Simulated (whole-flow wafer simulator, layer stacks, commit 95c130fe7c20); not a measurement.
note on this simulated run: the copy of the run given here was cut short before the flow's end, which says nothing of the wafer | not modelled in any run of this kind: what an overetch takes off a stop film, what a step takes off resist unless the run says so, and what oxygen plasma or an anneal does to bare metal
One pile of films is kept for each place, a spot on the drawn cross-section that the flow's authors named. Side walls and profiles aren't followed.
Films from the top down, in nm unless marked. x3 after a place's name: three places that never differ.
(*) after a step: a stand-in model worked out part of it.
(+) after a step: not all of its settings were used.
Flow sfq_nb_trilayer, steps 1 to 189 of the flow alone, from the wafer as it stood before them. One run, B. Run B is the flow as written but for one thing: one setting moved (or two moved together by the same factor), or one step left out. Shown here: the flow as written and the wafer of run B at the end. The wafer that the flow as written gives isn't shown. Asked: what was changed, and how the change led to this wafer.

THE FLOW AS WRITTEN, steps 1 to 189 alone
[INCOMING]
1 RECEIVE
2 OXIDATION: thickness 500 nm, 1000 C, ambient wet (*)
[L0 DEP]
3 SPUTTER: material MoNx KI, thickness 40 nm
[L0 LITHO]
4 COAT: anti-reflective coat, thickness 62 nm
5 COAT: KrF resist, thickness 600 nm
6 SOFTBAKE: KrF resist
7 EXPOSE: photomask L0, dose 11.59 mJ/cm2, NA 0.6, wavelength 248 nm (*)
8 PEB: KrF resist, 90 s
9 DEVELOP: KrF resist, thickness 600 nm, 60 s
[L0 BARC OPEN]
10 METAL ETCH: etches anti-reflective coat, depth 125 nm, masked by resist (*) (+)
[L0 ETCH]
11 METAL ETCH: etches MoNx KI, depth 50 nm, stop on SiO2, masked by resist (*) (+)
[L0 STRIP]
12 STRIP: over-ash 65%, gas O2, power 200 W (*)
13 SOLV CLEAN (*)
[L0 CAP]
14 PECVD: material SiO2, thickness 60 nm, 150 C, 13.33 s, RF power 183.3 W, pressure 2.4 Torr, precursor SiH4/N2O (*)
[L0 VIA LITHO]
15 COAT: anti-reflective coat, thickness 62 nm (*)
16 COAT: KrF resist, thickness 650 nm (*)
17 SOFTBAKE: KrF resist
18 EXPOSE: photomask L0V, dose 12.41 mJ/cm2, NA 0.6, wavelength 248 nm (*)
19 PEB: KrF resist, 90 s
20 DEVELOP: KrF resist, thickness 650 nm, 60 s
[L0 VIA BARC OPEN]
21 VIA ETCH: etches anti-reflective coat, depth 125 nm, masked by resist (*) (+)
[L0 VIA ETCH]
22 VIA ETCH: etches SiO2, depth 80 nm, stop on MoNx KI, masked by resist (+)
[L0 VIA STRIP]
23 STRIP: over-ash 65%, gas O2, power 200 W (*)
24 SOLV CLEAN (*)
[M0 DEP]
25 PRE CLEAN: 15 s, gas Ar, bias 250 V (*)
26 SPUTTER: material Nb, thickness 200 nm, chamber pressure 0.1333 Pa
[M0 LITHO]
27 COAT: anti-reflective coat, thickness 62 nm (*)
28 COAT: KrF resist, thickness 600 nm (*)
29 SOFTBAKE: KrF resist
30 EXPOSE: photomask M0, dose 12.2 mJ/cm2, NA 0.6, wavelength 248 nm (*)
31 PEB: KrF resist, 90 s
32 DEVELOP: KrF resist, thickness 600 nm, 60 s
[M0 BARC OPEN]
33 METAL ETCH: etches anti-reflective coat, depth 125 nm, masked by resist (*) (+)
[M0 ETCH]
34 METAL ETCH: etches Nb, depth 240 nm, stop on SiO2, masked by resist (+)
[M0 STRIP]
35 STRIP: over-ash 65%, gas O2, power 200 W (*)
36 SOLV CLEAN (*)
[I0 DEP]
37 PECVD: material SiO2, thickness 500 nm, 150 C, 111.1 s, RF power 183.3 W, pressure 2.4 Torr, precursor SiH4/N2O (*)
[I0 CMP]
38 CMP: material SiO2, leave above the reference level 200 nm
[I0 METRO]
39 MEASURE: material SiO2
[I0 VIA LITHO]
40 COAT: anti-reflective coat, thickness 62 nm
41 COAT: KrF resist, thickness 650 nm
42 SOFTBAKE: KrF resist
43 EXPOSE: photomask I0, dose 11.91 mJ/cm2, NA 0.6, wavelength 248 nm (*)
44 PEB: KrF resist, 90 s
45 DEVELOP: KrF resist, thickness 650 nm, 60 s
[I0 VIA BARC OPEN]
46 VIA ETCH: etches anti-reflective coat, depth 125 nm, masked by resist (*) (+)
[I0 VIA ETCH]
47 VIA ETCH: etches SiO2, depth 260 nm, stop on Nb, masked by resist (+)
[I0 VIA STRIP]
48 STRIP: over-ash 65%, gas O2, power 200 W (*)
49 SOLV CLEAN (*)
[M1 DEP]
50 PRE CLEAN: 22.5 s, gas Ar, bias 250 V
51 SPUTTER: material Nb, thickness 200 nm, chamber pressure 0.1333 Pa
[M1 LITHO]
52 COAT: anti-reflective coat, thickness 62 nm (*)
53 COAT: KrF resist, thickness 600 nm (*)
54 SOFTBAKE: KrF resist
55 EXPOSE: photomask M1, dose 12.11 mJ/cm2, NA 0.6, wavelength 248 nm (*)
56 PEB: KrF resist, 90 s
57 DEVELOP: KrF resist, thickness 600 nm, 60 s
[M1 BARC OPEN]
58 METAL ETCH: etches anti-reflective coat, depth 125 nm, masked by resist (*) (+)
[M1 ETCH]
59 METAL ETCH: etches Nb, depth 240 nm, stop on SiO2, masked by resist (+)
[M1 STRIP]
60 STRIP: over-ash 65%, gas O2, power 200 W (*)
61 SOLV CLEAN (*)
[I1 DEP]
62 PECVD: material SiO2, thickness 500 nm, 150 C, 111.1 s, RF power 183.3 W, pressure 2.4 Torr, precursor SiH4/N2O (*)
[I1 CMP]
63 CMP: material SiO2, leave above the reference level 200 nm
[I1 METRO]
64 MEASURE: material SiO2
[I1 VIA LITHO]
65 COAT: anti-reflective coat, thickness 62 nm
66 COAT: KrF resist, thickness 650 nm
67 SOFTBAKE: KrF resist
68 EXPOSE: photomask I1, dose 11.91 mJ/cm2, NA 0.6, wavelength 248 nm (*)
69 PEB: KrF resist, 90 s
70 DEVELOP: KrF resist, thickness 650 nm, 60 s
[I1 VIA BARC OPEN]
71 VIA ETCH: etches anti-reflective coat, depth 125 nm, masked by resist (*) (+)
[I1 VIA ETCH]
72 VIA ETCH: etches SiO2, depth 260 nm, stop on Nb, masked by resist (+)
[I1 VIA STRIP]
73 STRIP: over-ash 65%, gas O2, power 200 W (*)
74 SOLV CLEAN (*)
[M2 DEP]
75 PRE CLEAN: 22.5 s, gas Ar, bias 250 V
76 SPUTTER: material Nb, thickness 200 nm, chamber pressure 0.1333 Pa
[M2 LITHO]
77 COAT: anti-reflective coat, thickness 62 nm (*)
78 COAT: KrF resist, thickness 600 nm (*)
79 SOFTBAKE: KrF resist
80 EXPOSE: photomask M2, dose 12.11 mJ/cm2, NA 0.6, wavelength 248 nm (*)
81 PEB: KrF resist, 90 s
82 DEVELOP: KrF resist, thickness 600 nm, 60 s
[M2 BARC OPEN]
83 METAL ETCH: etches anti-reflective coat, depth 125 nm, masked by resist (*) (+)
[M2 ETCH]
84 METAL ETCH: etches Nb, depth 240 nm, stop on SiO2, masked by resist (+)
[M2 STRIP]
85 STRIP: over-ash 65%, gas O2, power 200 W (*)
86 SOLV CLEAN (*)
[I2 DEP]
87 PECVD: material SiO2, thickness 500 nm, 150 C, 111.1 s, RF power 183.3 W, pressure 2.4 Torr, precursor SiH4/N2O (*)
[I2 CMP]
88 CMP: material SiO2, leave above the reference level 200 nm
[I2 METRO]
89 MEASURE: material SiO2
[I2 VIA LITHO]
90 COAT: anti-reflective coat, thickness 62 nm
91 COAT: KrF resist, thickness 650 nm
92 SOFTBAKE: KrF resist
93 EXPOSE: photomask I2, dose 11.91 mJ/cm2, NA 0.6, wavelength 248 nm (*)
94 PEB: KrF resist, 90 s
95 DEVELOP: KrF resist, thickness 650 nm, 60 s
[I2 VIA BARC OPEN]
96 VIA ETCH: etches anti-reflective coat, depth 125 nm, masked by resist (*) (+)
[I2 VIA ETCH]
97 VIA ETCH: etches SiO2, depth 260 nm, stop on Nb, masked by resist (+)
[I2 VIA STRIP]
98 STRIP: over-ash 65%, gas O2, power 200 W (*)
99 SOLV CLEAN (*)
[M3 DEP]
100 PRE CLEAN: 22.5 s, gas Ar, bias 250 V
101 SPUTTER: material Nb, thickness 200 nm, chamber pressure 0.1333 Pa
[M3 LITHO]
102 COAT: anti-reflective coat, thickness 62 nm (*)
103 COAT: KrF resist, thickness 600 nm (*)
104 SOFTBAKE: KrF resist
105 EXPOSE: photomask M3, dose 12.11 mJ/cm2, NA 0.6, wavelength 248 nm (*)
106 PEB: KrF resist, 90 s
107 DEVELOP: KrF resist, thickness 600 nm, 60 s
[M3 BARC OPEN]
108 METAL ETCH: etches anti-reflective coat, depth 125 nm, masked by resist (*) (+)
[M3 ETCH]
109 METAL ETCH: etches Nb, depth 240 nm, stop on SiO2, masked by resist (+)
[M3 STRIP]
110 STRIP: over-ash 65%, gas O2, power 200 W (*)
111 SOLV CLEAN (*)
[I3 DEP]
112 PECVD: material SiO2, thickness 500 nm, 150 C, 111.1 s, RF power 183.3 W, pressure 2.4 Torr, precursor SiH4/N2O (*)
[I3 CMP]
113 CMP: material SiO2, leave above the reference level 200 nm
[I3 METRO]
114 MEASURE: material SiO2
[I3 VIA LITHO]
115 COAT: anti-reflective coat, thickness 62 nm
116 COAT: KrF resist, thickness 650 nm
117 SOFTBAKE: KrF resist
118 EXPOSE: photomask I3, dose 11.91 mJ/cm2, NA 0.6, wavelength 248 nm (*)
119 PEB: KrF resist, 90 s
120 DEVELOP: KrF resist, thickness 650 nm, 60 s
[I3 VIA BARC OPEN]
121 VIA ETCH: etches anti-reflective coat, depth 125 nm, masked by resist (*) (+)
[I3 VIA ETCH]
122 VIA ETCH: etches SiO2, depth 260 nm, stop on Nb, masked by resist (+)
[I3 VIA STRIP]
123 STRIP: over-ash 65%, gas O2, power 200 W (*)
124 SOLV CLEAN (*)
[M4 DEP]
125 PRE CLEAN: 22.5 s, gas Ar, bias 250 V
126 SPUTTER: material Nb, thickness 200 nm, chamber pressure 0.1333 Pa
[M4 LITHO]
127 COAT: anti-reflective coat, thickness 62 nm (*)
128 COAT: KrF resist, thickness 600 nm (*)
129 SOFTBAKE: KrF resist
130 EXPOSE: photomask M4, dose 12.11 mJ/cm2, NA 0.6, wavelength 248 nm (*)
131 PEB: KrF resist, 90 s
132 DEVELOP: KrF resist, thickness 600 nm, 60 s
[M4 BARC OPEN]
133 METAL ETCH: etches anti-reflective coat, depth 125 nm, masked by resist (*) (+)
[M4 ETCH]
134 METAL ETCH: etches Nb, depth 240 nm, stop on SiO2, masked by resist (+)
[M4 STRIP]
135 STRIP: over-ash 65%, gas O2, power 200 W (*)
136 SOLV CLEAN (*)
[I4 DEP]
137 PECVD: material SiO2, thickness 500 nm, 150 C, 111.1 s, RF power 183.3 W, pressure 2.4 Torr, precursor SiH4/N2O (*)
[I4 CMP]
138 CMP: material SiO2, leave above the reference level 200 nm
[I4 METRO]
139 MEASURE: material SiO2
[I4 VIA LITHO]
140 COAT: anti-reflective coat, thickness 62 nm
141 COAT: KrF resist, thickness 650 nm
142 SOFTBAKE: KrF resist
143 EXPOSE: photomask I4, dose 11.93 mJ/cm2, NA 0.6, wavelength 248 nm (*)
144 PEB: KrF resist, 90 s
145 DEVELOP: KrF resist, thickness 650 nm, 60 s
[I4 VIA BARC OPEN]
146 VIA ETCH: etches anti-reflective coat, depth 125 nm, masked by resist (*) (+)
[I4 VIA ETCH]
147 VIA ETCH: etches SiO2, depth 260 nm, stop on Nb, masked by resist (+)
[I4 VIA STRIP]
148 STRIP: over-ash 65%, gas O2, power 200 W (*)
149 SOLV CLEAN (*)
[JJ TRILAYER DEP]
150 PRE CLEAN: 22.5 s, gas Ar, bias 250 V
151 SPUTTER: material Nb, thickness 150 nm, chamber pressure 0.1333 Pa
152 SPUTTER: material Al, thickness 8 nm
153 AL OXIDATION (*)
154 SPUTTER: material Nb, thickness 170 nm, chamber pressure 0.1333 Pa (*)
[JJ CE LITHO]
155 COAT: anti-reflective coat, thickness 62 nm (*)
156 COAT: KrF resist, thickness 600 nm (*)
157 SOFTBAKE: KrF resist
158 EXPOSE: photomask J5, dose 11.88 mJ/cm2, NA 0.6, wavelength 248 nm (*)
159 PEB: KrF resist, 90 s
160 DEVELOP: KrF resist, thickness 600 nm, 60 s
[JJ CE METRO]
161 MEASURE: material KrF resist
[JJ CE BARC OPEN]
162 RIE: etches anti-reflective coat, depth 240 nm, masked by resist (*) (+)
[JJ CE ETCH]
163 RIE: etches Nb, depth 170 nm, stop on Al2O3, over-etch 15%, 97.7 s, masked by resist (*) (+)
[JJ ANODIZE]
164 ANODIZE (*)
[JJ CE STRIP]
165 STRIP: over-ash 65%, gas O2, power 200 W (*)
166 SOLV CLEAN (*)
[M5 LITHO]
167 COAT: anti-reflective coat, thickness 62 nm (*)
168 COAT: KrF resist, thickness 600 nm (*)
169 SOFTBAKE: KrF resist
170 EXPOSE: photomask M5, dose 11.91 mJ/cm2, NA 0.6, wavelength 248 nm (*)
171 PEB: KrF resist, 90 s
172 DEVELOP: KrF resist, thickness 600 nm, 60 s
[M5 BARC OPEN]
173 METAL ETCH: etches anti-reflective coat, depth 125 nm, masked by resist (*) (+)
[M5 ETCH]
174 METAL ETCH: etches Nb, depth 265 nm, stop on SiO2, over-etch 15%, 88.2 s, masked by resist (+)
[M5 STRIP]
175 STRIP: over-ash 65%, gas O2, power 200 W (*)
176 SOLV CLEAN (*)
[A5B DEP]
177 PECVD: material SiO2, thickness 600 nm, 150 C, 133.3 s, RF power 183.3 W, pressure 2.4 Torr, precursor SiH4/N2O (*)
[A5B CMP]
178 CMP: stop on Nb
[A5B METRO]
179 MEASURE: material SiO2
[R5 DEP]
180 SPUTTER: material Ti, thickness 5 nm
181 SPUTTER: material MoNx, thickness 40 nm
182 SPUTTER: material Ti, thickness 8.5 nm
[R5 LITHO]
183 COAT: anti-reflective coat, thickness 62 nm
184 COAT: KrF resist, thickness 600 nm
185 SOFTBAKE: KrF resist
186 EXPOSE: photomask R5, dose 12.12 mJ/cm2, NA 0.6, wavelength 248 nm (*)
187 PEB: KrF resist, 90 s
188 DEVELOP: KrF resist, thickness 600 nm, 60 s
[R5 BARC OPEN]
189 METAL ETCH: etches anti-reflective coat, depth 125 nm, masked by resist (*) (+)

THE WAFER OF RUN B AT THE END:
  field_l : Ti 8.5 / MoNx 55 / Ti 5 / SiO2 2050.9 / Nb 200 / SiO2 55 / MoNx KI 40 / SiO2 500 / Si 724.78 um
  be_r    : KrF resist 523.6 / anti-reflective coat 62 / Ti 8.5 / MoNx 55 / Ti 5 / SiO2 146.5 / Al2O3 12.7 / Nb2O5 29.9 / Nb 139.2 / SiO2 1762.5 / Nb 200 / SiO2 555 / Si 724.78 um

The cause: step 181, SPUTTER: thickness 55 nm was run, where the flow has thickness 40 nm.
It can be read off the wafer: field_l has MoNx 55, and step 181 as written asks for 40 nm.

How the change led to this, step by step:
  181 SPUTTER: material MoNx, thickness 40 nm
      field_l, v_sur, via_wl and 103 more: MoNx +55 (new film) (as written it would be: MoNx +40 (new film))
